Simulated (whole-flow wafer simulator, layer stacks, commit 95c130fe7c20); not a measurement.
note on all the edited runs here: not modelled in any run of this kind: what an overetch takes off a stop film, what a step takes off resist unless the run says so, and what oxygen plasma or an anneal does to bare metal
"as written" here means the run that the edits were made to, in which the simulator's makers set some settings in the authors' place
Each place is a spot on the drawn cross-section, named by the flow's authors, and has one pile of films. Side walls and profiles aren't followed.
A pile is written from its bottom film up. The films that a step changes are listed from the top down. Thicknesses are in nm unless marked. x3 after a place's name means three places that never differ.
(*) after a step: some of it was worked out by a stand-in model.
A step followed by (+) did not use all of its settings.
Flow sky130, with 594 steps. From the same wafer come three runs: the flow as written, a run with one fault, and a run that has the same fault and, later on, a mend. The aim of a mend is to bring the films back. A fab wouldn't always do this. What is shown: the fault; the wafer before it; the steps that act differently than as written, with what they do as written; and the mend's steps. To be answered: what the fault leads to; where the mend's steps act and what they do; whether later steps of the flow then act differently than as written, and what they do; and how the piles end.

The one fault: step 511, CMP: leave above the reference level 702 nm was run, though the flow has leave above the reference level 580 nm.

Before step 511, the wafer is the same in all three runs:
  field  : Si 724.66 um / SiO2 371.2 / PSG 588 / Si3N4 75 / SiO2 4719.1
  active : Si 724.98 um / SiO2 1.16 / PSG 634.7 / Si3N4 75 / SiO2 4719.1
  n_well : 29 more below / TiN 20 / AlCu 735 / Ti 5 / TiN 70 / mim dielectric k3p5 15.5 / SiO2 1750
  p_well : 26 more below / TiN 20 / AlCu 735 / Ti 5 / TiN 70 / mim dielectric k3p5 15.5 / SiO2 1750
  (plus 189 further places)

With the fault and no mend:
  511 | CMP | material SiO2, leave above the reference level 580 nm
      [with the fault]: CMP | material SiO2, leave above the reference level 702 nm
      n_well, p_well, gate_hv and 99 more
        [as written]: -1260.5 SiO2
        [with the fault]: -1138.5 SiO2
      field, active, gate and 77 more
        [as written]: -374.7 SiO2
        [with the fault]: -252.7 SiO2
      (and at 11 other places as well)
  Steps further on in the flow that do not act as written:
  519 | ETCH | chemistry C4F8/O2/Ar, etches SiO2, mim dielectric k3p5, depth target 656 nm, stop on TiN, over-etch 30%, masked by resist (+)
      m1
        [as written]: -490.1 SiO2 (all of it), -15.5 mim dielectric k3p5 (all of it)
        [with the fault]: -612.1 SiO2 (all of it), -15.5 mim dielectric k3p5 (all of it)
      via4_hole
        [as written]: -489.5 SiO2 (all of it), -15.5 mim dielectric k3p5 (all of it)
        [with the fault]: -611.5 SiO2 (all of it), -15.5 mim dielectric k3p5 (all of it)
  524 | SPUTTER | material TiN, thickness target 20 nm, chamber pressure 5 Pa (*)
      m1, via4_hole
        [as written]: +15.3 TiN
        [with the fault]: +14.5 TiN
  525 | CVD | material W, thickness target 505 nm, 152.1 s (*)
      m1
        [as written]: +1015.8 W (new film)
        [with the fault]: +1138.5 W (new film)
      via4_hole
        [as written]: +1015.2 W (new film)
        [with the fault]: +1137.9 W (new film)
  By the end, the piles at field, active, n_well and 190 more depart from the flow's by more than 2% or 0.5 nm, whichever is larger.
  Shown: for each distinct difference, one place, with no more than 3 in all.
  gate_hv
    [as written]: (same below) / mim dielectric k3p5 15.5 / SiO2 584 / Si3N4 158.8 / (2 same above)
    [with the fault]: (same below) / mim dielectric k3p5 15.5 / SiO2 706 / Si3N4 158.8 / (2 same above)
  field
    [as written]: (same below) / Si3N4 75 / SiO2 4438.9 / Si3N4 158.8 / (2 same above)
    [with the fault]: (same below) / Si3N4 75 / SiO2 4560.9 / Si3N4 158.8 / (2 same above)
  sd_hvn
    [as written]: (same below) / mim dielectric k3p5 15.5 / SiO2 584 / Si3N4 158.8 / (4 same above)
    [with the fault]: (same below) / mim dielectric k3p5 15.5 / SiO2 706 / Si3N4 158.8 / (4 same above)

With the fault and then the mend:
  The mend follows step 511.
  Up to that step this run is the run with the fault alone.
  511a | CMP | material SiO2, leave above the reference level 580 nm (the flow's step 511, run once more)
      field, active, n_well and 190 more
        -122 SiO2
  Later steps of the flow that are run all act as written at every place that is followed.
  The piles end the same as the flow's at every place that both follow.
